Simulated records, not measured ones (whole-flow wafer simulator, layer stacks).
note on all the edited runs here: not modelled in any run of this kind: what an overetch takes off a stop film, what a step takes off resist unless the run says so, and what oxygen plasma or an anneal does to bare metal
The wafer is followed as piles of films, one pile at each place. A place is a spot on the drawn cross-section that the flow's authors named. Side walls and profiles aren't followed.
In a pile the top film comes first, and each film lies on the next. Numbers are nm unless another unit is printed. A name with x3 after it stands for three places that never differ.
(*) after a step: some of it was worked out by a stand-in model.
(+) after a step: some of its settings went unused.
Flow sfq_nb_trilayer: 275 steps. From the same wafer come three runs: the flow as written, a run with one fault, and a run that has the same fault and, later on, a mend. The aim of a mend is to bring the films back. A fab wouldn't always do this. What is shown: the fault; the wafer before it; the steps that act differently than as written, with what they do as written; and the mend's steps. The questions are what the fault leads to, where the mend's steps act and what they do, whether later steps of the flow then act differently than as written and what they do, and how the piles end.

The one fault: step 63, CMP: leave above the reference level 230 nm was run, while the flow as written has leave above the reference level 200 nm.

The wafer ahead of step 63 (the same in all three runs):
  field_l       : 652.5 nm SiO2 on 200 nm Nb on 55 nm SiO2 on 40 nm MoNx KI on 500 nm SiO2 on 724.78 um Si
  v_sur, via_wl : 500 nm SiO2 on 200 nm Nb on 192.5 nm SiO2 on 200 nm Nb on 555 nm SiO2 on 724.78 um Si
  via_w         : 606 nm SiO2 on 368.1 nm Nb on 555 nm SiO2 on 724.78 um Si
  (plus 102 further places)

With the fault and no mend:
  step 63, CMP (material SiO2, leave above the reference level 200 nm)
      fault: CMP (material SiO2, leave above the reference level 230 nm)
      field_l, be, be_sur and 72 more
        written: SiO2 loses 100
        fault: SiO2 loses 70
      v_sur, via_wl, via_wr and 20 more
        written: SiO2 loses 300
        fault: SiO2 loses 270
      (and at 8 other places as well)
  Later steps of the flow acting differently than as written (not shown: 3 more steps that differ only slightly, by at most 2% or 0.5 nm, whichever is larger):
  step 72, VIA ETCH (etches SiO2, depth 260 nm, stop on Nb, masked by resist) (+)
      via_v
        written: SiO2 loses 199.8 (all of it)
        fault: SiO2 loses 229.8 (all of it)
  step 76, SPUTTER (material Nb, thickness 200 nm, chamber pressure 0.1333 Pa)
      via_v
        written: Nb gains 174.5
        fault: Nb gains 168.9
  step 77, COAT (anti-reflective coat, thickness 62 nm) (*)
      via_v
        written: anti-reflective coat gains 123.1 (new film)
        fault: anti-reflective coat gains 129.6 (new film)
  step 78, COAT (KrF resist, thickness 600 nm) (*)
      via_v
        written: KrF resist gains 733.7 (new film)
        fault: KrF resist gains 757.9 (new film)
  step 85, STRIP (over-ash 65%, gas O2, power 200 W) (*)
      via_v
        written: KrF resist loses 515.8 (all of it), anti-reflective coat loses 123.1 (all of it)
        fault: KrF resist loses 539.9 (all of it), anti-reflective coat loses 129.6 (all of it)
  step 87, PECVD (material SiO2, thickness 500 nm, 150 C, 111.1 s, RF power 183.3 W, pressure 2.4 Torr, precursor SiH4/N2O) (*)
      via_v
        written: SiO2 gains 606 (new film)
        fault: SiO2 gains 641.6 (new film)
  The piles end different from the flow's at v_sur, via_wl, via_w and 36 more by more than 2% or 0.5 nm, whichever is larger.
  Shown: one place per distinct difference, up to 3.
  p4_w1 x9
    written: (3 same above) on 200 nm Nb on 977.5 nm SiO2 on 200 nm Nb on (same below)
    fault: (3 same above) on 200 nm Nb on 1007.5 nm SiO2 on 200 nm Nb on (same below)
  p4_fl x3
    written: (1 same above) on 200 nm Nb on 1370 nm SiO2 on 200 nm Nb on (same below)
    fault: (1 same above) on 200 nm Nb on 1400 nm SiO2 on 200 nm Nb on (same below)
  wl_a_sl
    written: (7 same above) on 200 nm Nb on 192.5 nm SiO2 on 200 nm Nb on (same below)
    fault: (7 same above) on 200 nm Nb on 222.5 nm SiO2 on 200 nm Nb on (same below)

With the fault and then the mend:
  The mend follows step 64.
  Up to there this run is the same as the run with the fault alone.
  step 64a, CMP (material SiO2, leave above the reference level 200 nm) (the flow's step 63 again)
      field_l, v_sur, via_wl and 103 more
        SiO2 loses 30
  Later steps of the flow that are run all act as written at every place that is followed.
  The piles end the same as the flow's at every place that both follow.
